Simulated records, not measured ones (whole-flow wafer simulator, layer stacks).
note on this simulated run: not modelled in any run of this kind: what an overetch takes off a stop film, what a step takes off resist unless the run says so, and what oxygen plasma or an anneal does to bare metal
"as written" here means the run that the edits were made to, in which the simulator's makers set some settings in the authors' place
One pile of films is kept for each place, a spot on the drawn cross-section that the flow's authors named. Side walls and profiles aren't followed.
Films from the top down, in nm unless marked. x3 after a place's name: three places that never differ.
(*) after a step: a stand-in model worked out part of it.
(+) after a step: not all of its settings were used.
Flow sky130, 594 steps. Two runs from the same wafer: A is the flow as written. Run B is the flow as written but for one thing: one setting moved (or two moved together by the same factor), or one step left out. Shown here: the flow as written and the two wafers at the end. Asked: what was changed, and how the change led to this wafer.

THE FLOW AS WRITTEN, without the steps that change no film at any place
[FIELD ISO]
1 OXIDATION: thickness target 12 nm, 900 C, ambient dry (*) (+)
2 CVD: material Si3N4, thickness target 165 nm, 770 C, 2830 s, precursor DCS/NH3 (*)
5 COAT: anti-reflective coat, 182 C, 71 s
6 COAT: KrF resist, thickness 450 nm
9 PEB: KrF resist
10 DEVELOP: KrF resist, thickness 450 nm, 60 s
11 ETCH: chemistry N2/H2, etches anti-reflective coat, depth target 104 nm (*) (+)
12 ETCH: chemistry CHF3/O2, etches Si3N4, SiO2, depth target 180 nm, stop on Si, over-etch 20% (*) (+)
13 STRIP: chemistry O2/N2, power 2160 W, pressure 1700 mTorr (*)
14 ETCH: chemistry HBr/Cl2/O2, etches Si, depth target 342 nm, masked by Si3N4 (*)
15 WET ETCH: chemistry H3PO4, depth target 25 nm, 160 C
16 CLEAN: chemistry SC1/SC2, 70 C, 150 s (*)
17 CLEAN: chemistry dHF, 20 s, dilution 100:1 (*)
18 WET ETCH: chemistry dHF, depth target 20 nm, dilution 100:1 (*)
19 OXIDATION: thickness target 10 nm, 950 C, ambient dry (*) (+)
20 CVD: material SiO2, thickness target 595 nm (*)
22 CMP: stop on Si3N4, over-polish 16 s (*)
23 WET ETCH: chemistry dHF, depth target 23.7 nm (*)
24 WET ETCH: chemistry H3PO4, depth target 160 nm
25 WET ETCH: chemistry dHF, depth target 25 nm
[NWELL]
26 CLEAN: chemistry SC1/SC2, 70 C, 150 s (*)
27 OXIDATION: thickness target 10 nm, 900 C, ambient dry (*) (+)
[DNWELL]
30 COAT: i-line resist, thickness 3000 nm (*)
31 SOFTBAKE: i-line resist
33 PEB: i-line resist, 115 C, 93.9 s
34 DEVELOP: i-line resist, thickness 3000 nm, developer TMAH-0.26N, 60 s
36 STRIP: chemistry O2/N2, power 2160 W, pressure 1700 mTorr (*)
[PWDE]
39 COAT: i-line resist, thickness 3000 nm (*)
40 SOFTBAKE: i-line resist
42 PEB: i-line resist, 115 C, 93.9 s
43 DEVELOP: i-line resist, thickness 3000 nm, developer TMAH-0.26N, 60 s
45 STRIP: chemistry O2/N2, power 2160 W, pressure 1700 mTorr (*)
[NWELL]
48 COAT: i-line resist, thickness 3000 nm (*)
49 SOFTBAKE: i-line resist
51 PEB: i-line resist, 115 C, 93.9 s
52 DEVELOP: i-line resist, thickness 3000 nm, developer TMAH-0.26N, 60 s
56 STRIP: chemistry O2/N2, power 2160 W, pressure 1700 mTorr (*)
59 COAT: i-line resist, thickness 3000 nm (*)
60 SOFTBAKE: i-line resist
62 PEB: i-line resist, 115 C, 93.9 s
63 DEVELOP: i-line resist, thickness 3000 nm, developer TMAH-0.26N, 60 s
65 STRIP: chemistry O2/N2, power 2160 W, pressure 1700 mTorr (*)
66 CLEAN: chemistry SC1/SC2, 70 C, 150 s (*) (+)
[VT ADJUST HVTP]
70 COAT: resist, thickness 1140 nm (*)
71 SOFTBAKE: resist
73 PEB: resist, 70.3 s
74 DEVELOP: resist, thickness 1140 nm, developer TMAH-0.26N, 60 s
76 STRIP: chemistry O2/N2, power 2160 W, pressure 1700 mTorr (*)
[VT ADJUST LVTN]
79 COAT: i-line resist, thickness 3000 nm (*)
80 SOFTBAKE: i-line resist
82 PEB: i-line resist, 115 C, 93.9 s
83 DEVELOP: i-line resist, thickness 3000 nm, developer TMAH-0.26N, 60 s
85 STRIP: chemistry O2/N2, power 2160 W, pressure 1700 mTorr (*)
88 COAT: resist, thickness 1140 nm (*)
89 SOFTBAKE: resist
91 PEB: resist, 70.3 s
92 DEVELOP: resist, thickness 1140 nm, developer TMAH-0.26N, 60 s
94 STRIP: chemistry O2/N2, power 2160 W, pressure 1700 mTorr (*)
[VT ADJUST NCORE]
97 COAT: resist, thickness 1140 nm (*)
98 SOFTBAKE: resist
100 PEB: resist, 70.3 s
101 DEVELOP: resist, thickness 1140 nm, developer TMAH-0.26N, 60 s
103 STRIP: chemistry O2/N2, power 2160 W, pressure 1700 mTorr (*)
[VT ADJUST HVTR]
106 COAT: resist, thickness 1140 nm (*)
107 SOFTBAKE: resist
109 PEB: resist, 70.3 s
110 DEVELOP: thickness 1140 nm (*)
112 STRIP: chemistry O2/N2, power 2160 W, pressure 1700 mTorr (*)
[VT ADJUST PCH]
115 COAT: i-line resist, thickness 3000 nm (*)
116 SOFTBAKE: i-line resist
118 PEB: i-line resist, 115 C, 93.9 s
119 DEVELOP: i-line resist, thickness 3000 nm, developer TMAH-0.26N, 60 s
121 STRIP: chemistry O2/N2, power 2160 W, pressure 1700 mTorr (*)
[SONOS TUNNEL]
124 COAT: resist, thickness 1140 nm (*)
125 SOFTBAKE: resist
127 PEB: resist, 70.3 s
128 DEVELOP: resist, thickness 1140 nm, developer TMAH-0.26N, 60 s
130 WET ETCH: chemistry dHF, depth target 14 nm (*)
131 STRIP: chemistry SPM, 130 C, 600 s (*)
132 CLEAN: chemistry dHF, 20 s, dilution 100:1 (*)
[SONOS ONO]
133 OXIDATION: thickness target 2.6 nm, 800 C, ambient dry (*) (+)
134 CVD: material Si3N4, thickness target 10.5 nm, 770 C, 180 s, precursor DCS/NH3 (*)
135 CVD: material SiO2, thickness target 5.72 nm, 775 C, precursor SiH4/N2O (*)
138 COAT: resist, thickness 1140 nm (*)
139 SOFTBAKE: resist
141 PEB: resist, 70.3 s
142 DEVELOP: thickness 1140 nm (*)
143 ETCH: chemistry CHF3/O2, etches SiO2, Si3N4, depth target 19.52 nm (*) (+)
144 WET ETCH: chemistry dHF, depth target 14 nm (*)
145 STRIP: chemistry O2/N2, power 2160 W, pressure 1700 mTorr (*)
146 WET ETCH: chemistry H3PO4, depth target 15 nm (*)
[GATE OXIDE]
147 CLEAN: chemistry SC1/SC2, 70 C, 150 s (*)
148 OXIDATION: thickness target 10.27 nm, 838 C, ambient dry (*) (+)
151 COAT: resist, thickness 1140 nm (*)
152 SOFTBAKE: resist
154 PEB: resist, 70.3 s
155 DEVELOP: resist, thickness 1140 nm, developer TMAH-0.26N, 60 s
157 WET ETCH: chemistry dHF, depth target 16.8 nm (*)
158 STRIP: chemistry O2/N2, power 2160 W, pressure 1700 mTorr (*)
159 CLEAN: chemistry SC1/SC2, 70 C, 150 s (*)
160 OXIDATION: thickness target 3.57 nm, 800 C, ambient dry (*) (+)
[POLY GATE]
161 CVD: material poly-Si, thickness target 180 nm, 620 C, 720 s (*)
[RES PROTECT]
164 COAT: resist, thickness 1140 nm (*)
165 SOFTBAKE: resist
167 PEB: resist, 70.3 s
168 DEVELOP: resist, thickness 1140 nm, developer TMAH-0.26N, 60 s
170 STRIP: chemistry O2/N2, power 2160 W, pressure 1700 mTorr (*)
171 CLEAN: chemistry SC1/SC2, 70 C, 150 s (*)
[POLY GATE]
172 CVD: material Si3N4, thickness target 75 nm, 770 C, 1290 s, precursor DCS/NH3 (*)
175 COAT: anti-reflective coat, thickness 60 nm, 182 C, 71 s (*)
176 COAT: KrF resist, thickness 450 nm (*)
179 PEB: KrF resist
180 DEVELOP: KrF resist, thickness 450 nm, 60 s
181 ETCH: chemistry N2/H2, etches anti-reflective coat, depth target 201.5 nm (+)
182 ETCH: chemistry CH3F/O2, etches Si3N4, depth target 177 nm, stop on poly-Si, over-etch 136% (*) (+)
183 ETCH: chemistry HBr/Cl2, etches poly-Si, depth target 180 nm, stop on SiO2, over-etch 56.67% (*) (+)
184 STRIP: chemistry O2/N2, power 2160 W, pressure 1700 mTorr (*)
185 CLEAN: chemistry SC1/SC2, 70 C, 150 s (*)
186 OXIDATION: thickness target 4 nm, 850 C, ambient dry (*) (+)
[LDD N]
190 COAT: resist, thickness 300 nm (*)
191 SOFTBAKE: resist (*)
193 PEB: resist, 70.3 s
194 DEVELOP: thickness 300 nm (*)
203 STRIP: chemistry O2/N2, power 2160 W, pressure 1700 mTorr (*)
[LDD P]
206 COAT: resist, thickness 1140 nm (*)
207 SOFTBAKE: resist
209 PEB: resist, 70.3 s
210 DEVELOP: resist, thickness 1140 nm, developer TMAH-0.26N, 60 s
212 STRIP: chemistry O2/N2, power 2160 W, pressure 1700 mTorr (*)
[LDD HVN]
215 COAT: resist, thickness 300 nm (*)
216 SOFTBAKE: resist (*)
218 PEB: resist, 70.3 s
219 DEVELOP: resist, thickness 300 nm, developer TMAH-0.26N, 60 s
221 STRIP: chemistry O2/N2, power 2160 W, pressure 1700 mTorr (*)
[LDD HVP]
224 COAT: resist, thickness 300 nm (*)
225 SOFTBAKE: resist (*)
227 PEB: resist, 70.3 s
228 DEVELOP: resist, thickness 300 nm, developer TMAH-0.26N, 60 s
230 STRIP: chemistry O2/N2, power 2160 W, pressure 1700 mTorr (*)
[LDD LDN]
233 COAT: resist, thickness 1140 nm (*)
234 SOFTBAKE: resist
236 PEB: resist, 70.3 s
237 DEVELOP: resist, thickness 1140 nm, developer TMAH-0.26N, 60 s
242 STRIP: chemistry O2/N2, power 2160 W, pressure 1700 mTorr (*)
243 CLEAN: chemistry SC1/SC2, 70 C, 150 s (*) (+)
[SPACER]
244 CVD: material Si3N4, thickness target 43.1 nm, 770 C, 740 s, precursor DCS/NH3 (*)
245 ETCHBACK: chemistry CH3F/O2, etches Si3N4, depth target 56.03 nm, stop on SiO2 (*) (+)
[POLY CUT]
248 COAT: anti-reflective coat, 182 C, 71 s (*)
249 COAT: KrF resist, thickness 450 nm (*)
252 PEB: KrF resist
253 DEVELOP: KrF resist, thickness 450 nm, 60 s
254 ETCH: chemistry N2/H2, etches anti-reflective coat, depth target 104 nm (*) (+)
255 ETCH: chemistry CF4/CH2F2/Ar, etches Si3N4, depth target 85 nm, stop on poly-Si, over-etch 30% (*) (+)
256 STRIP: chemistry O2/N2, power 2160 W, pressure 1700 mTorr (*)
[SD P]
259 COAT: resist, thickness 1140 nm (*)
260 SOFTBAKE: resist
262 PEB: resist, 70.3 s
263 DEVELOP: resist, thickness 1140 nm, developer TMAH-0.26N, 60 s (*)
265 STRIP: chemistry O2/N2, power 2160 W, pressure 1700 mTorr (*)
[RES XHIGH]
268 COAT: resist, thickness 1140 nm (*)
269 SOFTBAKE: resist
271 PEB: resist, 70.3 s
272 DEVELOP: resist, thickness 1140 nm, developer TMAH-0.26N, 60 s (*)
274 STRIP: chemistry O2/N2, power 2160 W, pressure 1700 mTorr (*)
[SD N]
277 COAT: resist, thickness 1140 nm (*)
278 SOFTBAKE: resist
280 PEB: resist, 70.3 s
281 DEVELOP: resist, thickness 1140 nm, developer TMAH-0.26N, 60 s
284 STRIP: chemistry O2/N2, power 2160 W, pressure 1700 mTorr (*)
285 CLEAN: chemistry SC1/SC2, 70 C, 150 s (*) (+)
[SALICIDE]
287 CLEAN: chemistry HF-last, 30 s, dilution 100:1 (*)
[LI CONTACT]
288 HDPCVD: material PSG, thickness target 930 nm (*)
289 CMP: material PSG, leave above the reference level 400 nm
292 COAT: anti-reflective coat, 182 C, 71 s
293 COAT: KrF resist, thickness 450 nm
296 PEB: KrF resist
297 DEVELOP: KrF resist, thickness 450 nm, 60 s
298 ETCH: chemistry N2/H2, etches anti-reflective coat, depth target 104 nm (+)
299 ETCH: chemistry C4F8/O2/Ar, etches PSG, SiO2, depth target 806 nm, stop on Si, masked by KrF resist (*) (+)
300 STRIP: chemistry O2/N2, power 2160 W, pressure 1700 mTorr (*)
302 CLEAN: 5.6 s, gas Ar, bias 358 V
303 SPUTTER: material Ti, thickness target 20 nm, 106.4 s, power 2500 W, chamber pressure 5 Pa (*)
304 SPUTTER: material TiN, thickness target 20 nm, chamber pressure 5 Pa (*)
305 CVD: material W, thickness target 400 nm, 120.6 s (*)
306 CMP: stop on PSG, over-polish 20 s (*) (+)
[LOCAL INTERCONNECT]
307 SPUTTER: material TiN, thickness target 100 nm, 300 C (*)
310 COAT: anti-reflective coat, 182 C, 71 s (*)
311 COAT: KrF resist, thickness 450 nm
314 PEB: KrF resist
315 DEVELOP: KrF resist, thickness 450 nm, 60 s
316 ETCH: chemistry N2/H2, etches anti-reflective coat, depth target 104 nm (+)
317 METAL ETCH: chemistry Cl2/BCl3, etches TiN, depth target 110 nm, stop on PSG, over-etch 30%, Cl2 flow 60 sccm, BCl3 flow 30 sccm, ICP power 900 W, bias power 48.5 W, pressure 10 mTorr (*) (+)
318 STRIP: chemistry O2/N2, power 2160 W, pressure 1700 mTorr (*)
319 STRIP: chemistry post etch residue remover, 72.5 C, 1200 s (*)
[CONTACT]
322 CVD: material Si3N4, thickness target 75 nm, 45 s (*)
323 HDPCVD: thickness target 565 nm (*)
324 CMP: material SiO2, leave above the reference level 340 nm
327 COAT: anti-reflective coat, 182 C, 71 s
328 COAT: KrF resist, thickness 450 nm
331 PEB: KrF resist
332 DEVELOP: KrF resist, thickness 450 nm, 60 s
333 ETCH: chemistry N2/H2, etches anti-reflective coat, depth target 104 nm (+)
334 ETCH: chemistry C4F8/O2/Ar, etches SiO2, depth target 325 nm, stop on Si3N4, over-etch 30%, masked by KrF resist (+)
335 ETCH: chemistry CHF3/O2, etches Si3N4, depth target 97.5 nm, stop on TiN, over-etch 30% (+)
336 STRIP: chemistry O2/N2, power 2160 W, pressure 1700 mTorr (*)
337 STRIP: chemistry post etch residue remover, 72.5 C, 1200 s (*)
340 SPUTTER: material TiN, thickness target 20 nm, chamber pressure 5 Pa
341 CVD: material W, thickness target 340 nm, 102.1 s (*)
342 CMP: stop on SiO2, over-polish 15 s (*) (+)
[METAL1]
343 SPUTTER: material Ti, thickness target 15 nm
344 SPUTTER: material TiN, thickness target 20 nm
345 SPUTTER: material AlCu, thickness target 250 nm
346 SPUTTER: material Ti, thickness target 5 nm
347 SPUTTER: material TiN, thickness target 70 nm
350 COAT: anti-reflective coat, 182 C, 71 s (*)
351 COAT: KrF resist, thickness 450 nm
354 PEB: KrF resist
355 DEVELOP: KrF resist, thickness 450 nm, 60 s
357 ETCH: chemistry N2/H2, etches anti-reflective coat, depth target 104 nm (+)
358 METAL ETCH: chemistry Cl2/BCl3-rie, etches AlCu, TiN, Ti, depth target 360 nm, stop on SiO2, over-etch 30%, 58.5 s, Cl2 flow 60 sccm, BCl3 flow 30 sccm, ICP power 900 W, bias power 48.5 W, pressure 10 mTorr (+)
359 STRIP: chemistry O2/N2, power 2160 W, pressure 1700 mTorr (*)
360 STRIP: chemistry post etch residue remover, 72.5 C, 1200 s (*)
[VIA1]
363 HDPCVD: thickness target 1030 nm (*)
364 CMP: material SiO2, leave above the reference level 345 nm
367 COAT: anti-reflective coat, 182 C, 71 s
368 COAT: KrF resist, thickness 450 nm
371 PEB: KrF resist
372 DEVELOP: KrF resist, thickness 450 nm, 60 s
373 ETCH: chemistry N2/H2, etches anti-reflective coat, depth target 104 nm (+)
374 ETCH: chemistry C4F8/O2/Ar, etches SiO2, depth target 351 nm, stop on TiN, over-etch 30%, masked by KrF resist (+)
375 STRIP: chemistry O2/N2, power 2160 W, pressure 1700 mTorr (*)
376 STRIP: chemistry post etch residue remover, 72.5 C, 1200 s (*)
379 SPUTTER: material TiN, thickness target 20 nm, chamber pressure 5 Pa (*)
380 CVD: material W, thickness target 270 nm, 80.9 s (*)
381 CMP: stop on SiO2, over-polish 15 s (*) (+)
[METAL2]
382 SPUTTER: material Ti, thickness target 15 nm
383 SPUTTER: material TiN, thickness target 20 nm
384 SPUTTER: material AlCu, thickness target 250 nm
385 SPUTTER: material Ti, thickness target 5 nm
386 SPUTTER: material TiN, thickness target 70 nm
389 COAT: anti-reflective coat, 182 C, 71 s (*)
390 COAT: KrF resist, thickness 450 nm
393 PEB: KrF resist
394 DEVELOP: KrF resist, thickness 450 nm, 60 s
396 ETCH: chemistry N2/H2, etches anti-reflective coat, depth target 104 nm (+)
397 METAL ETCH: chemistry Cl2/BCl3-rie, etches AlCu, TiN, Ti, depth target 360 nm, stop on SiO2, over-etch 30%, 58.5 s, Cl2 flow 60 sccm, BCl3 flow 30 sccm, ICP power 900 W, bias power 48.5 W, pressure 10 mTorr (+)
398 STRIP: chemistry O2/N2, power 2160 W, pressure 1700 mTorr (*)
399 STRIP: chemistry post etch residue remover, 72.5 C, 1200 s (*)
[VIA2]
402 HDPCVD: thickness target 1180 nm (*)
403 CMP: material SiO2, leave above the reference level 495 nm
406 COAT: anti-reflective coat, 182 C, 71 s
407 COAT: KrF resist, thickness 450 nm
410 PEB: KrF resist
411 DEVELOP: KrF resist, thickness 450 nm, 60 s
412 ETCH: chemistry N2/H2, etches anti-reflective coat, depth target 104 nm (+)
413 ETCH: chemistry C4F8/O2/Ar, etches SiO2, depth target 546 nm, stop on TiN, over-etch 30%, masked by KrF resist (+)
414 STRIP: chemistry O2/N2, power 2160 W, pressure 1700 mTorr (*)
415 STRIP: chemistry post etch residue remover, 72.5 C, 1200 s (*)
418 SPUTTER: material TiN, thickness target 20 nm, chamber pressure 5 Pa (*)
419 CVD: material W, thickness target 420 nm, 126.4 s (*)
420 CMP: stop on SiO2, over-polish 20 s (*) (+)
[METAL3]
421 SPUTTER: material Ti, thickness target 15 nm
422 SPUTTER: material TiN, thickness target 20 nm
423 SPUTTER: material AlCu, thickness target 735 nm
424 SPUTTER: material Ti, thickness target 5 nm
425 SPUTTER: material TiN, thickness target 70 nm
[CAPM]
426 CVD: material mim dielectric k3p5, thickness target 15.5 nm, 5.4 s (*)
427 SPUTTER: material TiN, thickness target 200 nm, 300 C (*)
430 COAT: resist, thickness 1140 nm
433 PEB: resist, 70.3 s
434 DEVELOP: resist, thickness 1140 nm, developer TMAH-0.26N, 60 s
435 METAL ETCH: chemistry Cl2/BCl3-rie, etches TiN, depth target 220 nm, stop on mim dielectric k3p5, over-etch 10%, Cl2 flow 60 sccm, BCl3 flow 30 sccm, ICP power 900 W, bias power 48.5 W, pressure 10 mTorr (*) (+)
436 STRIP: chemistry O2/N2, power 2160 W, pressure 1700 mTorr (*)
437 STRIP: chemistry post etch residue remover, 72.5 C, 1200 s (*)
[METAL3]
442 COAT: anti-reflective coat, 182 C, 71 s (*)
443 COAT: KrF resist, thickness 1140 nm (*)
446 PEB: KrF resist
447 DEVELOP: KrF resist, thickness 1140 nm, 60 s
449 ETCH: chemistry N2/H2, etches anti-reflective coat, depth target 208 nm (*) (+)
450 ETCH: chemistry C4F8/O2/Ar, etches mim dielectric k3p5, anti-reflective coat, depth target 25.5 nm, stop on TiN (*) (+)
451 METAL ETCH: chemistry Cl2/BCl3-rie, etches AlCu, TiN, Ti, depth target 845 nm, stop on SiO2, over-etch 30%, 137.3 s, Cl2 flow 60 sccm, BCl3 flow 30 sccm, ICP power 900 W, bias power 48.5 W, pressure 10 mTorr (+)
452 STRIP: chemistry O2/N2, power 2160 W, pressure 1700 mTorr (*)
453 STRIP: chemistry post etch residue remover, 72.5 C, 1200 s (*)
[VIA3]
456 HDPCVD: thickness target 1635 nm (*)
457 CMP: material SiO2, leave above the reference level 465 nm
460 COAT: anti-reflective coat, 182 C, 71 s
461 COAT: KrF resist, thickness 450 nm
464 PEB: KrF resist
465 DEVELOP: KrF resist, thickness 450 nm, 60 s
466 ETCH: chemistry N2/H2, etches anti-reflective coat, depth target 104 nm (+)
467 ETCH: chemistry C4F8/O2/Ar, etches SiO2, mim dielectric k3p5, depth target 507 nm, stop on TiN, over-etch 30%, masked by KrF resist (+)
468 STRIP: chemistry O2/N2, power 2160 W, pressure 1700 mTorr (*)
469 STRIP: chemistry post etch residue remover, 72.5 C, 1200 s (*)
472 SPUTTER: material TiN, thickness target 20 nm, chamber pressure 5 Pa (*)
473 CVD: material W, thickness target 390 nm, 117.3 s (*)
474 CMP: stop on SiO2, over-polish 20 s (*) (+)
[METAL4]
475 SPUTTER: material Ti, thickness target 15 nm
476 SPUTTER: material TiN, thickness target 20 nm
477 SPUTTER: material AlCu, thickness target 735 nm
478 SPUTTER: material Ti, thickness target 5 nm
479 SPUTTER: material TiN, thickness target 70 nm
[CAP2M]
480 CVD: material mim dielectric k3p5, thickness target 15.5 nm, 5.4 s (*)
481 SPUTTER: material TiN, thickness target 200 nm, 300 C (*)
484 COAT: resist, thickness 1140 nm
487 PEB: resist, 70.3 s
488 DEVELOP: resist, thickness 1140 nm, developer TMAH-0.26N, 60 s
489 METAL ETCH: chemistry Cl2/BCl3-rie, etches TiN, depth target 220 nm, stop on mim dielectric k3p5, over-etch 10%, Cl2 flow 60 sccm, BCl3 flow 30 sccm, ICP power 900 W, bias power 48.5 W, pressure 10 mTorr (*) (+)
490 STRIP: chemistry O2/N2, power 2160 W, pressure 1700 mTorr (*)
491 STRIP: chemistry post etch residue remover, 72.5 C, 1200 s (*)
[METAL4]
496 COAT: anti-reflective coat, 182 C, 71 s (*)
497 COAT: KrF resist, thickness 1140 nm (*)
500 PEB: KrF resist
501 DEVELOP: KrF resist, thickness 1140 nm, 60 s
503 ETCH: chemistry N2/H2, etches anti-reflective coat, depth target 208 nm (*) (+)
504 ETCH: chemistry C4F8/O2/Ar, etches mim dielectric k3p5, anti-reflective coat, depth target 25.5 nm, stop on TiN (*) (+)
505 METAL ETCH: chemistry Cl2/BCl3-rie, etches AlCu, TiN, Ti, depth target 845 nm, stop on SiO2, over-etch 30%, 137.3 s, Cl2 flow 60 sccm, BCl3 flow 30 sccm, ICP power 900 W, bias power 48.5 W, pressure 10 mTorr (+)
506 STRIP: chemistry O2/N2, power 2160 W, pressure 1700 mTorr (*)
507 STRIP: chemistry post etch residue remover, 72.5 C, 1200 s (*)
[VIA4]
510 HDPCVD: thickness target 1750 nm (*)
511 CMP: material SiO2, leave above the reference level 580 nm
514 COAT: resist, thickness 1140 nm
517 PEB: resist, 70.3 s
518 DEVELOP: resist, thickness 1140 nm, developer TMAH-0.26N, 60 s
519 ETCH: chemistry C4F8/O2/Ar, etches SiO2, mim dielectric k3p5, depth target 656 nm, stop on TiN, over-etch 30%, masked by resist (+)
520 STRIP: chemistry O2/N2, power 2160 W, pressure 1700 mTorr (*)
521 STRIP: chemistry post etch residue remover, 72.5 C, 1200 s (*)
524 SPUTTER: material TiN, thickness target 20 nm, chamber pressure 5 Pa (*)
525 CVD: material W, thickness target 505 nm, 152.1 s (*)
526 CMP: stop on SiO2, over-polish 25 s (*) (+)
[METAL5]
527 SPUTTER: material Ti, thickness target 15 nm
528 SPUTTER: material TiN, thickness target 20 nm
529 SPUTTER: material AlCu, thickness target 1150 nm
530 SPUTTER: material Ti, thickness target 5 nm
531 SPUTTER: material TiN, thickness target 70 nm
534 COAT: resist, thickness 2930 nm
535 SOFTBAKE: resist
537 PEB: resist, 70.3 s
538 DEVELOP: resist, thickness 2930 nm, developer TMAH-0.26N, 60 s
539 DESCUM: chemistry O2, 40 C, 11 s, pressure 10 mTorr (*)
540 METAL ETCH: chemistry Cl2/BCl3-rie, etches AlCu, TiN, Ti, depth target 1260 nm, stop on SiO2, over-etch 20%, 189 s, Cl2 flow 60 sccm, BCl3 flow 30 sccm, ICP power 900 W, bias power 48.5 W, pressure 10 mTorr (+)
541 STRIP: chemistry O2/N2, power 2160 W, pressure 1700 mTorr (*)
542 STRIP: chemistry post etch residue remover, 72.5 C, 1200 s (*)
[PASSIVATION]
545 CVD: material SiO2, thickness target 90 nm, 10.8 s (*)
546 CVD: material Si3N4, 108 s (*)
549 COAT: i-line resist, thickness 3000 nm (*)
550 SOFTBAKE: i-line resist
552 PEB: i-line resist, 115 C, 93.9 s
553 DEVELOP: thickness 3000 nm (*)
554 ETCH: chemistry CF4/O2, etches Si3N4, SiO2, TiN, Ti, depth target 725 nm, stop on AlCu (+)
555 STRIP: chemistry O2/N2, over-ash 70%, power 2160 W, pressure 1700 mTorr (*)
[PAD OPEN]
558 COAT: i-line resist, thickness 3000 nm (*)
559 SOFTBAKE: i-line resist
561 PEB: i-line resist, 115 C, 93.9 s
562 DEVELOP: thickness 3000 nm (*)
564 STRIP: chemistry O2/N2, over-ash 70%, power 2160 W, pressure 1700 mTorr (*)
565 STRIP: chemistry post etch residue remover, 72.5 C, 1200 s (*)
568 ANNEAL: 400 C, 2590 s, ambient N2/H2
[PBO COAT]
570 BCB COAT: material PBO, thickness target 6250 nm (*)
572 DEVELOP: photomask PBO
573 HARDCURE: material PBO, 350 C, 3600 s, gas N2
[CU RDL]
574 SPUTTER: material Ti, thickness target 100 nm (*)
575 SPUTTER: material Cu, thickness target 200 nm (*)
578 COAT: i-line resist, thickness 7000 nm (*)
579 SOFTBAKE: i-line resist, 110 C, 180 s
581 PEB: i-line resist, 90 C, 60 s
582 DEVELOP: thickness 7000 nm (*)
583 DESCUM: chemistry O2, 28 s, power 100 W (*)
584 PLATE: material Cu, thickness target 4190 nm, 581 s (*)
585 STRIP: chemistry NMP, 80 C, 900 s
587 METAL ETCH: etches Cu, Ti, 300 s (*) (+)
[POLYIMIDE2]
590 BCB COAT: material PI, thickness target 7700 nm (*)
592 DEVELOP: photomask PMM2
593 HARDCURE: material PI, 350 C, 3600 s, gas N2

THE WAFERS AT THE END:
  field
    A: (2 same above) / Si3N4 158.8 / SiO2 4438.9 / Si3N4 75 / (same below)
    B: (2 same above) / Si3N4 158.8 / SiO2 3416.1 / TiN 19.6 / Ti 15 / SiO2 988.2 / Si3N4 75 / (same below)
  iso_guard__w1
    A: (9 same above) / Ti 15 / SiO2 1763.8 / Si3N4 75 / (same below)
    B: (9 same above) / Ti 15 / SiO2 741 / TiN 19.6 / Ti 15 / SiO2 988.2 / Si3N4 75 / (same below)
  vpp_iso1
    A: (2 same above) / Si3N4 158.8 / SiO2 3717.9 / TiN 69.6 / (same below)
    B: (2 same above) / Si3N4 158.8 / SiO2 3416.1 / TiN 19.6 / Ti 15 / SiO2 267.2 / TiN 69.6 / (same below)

The cause: step 397, METAL ETCH: depth target 248.4 nm was run, where the flow has depth target 360 nm; step 397, METAL ETCH: 40.4 s was run, where the flow has 58.5 s.

How the change led to this, step by step:
  397 METAL ETCH: chemistry Cl2/BCl3-rie, etches AlCu, TiN, Ti, depth target 360 nm, stop on SiO2, over-etch 30%, 58.5 s, Cl2 flow 60 sccm, BCl3 flow 30 sccm, ICP power 900 W, bias power 48.5 W, pressure 10 mTorr (+)
      field, active, gate and 82 more: A TiN -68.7 (all of it), Ti -5 (all of it), AlCu -250 (all of it), TiN -20 (all of it), Ti -15 (all of it), SiO2 -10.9 | B TiN -68.7 (all of it), Ti -5 (all of it), AlCu -249.3
      n_well, p_well, gate_hv and 103 more: A KrF resist -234 | B KrF resist -161.5
  398 STRIP: chemistry O2/N2, power 2160 W, pressure 1700 mTorr (*)
      gate_hv, mim, dice_street and 94 more: A KrF resist -143.8 (all of it), anti-reflective coat -80 (all of it) | B KrF resist -216.4 (all of it), anti-reflective coat -80 (all of it)
      n_well, p_well, sd_n, sd_p, pad, gate_p, vpp_tail: A KrF resist -143.8 (all of it), anti-reflective coat -80 (all of it) | B KrF resist -216.3 (all of it), anti-reflective coat -80 (all of it)
      (and at 2 more places)
  399 STRIP: chemistry post etch residue remover, 72.5 C, 1200 s (*)
      iso_guard, vpp_sp, vpp_guard and 75 more: A nothing | B AlCu -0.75 (all of it), TiN -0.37
      field, active, gate, spacer, sonos_cell, sonos_guard, sonos_guard_hv: A nothing | B AlCu -0.74 (all of it), TiN -0.37
  402 HDPCVD: thickness target 1180 nm (*)
      field, active, gate and 82 more: A SiO2 +1180 | B SiO2 +1180 (new film)
  403 CMP: material SiO2, leave above the reference level 495 nm
      field, active, gate and 82 more: A SiO2 -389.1 | B SiO2 -434.6
Counting metal films that touch as one body, field has 1 body; the flow as written gives 0 bodies.
Counting metal films that touch as one body, iso_guard__w1 has 2 bodies (between them, from the top down: SiO2 741); the flow as written gives 1 body.
Counting metal films that touch as one body, vpp_iso1 has 2 bodies (between them, from the top down: SiO2 267.2); the flow as written gives 1 body.
